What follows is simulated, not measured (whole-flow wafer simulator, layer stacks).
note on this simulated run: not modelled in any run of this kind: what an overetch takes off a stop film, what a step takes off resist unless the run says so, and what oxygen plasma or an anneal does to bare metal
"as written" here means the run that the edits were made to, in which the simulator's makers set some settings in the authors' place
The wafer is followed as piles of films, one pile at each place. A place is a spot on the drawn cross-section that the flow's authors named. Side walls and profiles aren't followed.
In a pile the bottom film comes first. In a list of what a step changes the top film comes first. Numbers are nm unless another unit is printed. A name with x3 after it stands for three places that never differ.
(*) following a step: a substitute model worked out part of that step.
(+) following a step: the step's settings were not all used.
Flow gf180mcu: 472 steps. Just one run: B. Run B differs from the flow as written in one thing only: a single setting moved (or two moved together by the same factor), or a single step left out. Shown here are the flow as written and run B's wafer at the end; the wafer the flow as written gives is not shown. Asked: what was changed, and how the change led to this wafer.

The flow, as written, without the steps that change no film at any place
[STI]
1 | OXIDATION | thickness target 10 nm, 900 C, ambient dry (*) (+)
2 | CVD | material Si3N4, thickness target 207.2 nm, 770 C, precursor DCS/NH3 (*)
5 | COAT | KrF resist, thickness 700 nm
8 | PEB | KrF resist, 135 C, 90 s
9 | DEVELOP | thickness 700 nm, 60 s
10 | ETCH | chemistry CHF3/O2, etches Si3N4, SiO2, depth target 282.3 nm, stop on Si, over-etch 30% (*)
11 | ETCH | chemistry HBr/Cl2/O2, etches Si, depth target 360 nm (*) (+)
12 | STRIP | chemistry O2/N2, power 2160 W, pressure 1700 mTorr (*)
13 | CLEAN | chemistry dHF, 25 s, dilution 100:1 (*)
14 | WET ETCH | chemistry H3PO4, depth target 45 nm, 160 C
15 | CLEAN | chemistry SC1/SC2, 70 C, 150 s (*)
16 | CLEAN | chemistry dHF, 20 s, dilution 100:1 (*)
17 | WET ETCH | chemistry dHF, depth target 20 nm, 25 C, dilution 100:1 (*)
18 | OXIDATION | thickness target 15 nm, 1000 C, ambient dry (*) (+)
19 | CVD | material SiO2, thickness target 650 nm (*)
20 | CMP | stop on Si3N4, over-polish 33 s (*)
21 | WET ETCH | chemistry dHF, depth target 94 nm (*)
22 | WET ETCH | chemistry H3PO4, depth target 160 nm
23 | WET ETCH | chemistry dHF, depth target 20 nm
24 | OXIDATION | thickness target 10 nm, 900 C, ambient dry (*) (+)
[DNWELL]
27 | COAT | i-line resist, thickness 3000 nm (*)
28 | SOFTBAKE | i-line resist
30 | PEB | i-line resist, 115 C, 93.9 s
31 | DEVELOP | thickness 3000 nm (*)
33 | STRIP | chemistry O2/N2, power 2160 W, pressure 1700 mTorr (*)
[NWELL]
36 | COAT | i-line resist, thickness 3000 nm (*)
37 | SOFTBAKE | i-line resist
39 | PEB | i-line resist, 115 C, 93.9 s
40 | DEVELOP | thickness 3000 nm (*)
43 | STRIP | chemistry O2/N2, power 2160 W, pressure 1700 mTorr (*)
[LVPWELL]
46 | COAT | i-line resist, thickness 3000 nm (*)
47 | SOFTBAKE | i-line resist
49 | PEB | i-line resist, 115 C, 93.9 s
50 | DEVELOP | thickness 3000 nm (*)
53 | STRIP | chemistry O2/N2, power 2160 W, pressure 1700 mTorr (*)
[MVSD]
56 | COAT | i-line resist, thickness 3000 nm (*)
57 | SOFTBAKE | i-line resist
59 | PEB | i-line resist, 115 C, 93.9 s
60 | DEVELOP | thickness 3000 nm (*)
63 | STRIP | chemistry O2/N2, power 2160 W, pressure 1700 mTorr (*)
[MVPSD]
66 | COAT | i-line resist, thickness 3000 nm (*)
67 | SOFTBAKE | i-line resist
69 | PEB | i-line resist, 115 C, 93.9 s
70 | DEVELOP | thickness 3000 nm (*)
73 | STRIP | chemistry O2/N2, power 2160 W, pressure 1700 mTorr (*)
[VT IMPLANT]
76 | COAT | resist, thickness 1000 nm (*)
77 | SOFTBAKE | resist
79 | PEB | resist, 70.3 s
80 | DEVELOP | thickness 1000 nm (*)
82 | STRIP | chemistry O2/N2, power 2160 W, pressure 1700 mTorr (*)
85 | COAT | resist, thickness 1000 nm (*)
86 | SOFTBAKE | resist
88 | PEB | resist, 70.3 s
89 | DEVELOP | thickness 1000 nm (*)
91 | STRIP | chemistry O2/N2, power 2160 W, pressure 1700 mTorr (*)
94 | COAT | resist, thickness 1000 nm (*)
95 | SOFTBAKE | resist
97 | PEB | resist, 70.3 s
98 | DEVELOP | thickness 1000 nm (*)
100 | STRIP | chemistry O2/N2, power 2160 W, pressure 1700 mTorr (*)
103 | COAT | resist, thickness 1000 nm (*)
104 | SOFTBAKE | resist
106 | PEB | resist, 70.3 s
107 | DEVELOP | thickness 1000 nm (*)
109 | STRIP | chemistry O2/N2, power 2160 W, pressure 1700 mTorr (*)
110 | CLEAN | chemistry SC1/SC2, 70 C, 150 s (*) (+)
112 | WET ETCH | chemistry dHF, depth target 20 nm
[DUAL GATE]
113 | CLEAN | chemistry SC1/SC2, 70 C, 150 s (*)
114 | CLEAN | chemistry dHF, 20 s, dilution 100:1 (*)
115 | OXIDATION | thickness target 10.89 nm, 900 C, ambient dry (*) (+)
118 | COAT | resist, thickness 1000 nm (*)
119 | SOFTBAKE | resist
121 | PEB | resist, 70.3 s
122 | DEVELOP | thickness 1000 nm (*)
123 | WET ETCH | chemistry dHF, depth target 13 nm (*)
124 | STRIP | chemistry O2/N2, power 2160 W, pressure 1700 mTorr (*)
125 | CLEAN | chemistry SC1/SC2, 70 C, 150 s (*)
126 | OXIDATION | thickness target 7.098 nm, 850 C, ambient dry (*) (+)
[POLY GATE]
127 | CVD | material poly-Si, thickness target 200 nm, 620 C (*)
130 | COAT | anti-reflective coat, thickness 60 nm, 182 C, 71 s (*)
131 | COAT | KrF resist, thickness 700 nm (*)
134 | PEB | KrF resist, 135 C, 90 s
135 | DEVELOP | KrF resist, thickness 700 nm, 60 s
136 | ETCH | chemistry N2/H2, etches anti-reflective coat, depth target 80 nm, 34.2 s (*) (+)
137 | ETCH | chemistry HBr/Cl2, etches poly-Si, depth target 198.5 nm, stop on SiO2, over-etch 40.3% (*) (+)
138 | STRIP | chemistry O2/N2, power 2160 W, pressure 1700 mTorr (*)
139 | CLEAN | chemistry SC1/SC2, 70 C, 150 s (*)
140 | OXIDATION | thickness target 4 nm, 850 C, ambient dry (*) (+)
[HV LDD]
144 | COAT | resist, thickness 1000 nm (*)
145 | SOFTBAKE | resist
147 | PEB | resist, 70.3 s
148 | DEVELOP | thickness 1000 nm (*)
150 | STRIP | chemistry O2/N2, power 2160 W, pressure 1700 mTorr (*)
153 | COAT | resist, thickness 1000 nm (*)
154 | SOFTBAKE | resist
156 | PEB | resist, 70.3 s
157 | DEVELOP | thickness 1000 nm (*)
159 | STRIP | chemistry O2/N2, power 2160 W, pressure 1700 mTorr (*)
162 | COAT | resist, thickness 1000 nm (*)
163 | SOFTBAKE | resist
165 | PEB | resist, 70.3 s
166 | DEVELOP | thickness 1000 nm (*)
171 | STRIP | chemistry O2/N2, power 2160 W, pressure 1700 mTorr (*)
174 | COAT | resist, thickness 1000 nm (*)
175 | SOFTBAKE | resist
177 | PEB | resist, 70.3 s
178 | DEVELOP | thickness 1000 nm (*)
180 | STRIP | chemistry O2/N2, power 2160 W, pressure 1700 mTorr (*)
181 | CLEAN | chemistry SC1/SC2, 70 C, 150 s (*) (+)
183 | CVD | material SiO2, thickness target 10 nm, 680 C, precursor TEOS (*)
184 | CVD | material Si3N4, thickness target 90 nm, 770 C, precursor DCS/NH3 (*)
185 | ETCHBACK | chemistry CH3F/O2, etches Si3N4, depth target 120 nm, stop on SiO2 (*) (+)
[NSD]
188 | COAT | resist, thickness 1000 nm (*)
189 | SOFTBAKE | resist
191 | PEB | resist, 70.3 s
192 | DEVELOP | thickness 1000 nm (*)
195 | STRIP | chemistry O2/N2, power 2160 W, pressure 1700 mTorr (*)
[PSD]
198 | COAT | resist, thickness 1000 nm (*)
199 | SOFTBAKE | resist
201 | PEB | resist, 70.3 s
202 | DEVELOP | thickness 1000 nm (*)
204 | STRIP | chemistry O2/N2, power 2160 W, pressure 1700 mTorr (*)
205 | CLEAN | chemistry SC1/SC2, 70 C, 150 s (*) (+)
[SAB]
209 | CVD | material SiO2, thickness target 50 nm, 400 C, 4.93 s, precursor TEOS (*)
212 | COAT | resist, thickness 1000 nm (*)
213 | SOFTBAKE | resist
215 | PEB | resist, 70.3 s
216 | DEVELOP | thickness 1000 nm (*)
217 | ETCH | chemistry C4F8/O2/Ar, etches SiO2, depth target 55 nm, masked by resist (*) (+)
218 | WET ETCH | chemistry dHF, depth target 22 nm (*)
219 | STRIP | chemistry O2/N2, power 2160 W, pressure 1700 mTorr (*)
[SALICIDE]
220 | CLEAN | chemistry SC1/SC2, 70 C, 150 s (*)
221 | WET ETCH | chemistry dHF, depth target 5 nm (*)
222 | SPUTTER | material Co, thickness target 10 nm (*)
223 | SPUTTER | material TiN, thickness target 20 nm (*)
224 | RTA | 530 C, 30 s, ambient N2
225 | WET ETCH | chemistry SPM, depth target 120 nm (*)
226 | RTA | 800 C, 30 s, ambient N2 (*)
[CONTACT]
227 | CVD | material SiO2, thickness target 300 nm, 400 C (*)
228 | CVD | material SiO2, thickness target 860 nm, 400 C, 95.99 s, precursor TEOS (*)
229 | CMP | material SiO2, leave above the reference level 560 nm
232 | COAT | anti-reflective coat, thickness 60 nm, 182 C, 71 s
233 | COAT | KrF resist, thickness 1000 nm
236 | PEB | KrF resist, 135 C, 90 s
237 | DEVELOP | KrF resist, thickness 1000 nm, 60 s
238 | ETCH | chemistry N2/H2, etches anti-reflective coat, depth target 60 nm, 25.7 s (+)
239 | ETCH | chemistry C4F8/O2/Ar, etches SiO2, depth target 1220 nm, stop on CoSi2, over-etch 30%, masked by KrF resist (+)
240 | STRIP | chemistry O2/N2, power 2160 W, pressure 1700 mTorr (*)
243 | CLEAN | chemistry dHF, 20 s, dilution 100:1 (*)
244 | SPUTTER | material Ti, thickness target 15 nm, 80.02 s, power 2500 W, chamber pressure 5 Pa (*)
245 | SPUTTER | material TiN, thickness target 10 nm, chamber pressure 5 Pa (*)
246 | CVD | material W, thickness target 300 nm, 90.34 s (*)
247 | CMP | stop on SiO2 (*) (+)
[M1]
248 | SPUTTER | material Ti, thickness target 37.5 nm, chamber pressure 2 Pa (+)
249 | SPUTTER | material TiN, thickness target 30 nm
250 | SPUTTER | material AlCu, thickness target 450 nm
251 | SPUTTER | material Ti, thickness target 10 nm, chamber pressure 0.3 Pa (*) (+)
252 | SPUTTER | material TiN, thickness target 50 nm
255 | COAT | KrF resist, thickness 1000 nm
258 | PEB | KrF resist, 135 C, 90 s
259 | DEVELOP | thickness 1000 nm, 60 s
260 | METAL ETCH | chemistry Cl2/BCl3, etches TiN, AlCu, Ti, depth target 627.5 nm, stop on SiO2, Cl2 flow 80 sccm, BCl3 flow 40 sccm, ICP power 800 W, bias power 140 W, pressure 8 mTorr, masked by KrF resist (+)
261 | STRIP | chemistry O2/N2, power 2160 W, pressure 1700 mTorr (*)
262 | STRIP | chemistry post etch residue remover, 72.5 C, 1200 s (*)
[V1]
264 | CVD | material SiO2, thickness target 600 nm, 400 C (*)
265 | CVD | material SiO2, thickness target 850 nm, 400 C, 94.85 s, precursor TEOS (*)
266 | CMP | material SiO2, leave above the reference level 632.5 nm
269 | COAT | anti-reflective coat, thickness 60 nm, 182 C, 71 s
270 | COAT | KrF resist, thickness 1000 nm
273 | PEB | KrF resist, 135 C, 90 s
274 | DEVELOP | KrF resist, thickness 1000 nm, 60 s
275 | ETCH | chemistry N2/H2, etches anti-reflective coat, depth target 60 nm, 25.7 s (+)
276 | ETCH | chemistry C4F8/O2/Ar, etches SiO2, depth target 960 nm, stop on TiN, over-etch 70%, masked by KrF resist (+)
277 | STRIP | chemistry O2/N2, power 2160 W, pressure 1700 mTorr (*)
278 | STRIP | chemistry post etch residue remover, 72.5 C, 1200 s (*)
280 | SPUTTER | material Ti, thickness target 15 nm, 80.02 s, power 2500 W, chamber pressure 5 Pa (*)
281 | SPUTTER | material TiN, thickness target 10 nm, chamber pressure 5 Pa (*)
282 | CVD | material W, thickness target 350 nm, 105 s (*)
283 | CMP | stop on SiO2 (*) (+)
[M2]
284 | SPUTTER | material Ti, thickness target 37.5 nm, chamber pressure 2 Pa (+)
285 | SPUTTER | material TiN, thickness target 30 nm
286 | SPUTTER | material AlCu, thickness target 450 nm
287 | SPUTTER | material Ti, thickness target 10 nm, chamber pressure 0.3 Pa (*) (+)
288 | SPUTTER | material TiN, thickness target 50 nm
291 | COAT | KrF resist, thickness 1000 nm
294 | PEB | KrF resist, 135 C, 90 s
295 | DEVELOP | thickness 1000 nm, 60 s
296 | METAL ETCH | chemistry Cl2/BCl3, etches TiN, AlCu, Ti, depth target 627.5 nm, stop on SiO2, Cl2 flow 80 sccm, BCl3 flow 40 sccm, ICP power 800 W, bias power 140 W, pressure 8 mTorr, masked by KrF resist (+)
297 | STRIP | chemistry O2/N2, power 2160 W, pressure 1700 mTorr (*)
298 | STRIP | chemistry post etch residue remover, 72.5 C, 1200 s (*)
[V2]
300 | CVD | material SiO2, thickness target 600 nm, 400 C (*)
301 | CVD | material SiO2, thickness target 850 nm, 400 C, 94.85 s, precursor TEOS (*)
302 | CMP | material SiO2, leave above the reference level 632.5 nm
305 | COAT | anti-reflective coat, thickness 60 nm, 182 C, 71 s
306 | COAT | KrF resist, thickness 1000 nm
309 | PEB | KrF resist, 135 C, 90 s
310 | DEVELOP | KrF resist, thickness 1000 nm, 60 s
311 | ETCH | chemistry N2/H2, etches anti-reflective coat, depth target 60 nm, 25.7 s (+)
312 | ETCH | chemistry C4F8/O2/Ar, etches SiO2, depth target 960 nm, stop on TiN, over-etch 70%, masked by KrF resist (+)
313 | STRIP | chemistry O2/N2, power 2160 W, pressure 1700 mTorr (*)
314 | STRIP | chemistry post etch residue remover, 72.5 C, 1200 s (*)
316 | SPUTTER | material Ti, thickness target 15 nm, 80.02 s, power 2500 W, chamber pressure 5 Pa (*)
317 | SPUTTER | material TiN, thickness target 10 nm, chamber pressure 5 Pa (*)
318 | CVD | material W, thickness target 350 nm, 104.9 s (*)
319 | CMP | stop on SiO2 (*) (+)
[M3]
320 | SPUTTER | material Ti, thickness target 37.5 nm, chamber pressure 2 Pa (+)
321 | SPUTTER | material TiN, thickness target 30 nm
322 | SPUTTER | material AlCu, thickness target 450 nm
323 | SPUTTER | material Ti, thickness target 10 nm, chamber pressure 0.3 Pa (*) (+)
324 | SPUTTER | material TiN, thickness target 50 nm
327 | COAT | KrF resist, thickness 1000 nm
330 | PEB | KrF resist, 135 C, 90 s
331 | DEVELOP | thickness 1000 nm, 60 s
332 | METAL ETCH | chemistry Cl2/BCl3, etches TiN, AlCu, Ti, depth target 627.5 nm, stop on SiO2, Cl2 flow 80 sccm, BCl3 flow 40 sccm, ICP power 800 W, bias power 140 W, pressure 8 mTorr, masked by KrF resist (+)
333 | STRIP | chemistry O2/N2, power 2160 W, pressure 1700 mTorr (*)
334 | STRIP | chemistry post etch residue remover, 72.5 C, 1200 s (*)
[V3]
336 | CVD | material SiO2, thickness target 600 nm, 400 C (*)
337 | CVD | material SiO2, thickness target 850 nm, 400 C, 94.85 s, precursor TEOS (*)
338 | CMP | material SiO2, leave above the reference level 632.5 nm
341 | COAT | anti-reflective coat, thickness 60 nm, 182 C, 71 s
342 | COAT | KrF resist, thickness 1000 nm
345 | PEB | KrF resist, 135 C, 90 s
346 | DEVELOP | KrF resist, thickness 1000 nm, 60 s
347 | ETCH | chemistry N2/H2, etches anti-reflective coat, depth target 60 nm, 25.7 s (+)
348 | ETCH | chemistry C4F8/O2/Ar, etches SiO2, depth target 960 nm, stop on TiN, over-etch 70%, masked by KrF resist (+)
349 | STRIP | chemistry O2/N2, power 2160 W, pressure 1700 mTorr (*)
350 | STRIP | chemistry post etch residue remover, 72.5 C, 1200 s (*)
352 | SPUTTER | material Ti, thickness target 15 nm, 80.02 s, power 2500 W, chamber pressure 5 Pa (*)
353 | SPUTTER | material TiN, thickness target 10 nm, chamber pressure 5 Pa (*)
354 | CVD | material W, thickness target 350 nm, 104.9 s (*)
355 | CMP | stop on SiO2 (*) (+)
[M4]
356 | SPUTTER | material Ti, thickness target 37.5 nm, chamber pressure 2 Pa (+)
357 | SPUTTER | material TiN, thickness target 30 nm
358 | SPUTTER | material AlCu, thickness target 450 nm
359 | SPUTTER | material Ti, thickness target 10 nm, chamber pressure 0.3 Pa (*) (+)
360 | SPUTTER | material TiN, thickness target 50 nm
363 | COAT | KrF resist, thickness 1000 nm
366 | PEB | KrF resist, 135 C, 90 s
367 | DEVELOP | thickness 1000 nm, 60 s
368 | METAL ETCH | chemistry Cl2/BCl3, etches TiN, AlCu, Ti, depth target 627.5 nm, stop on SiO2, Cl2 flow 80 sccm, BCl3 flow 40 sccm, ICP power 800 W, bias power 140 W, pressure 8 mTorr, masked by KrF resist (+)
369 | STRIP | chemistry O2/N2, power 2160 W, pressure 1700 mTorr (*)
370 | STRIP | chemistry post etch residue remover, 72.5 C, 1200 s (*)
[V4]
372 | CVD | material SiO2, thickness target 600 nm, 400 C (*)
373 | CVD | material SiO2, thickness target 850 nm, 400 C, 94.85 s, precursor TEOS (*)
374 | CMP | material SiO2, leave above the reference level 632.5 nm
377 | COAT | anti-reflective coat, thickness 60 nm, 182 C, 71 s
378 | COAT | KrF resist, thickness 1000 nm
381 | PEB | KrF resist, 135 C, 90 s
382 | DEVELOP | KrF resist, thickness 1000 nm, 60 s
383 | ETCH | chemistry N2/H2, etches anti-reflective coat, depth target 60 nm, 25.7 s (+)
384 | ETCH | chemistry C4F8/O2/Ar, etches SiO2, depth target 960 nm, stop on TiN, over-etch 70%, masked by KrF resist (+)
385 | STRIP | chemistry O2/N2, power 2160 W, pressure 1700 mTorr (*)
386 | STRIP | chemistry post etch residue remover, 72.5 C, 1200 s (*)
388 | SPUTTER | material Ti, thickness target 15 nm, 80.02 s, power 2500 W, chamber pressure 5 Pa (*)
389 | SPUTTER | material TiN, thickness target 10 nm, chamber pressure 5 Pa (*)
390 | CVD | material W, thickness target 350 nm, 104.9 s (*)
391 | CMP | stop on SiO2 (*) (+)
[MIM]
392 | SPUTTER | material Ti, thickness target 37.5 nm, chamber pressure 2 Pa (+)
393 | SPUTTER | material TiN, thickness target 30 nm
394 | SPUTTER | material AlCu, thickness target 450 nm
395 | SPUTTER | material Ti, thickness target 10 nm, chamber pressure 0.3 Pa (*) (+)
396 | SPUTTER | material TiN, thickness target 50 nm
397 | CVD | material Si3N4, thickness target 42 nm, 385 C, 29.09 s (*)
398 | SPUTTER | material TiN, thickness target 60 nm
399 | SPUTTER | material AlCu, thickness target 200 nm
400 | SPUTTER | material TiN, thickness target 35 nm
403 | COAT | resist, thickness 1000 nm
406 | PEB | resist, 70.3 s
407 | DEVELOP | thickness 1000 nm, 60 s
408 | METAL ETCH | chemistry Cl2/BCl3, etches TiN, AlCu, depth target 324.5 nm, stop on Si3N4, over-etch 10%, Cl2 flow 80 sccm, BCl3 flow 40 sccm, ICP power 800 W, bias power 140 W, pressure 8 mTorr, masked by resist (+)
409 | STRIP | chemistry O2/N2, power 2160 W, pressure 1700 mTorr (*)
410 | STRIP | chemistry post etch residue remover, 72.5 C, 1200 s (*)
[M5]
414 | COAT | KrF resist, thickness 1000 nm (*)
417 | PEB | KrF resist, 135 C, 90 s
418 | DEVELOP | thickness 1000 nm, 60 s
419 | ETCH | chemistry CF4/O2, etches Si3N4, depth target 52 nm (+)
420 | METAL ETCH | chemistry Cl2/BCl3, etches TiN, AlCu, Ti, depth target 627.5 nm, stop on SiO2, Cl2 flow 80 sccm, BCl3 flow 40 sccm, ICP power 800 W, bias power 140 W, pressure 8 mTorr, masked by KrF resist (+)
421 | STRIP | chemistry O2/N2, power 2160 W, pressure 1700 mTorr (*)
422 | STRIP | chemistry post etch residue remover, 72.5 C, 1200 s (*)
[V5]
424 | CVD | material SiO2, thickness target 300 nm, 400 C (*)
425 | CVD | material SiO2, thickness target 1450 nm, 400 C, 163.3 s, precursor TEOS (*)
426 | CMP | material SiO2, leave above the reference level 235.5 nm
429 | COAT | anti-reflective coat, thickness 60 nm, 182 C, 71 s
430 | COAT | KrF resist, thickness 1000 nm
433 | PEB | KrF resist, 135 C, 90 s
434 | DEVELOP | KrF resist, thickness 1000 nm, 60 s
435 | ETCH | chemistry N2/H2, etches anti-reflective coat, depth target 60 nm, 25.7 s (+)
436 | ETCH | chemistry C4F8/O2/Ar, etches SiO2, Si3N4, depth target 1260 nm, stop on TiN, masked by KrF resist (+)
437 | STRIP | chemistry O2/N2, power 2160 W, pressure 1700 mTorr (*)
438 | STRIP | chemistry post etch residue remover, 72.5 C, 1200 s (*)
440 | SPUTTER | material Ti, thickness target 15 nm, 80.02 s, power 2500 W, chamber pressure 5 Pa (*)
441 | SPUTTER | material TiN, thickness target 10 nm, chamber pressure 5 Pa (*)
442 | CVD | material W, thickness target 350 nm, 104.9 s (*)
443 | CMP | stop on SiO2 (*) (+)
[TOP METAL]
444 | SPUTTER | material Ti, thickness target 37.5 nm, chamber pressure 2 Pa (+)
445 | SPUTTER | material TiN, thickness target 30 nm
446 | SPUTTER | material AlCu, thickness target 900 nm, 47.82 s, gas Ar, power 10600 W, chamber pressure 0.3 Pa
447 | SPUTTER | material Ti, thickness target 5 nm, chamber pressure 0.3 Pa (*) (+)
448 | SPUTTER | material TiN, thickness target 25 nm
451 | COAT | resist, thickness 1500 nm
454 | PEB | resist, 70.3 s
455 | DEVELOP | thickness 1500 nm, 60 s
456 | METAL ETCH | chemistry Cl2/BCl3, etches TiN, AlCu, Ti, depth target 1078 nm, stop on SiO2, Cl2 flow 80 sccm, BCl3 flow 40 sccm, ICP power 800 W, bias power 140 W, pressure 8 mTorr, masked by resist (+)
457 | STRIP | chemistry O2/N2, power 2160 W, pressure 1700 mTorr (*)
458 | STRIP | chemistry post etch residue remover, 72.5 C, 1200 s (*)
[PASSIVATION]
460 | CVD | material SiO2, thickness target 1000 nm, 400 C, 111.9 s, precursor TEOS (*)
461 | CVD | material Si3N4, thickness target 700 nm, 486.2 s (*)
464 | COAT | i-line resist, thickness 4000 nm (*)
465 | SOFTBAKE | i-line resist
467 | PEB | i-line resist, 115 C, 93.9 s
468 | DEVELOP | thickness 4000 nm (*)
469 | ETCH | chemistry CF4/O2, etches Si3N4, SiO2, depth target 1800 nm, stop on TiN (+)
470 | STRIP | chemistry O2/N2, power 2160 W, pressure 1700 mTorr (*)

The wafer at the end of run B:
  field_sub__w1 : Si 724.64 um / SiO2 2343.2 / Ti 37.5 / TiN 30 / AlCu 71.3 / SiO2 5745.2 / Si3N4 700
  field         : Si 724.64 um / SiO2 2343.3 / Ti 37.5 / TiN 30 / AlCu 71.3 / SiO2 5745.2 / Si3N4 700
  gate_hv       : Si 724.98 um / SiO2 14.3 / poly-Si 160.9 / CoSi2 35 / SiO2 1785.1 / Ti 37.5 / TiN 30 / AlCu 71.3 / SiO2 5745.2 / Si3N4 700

The reason: step 296, METAL ETCH: depth target 433 nm was run, while the flow as written has depth target 627.5 nm.

The path from the change to this, step by step:
  296 | METAL ETCH | chemistry Cl2/BCl3, etches TiN, AlCu, Ti, depth target 627.5 nm, stop on SiO2, Cl2 flow 80 sccm, BCl3 flow 40 sccm, ICP power 800 W, bias power 140 W, pressure 8 mTorr, masked by KrF resist (+)
      field, field__w1, field__w2 and 103 more: TiN loses 50 (all of it), Ti loses 10 (all of it), AlCu loses 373 (it would be, as written: TiN loses 50 (all of it), Ti loses 10 (all of it), AlCu loses 450 (all of it), TiN loses 30 (all of it), Ti loses 37.5 (all of it))
      field__w8, contact, m1, m1__w1, m1_nw: KrF resist loses 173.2 (it would be, as written: KrF resist loses 251)
  297 | STRIP | chemistry O2/N2, power 2160 W, pressure 1700 mTorr (*)
      field__w8, contact, m1, m1__w1, m1_nw: KrF resist loses 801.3 (all of it) (it would be, as written: KrF resist loses 723.5 (all of it))
  298 | STRIP | chemistry post etch residue remover, 72.5 C, 1200 s (*)
      field, field__w1, field__w2 and 103 more: AlCu loses 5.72 (it would be, as written: nothing)
  300 | CVD | material SiO2, thickness target 600 nm, 400 C (*)
      field, field__w1, field__w2 and 103 more: SiO2 gains 600 (new film) (it would be, as written: SiO2 gains 600)
  302 | CMP | material SiO2, leave above the reference level 632.5 nm
      field, field__w1, field__w2 and 103 more: SiO2 loses 438.8 (it would be, as written: SiO2 loses 300)
Taking metal films that touch as one body, field_sub__w1 has 1 body; the flow as written gives 0 bodies.
Taking metal films that touch as one body, field has 1 body; the flow as written gives 0 bodies.
Taking metal films that touch as one body, gate_hv has 2 bodies (between them, from the top down: SiO2 1785.1); the flow as written gives 1 body.
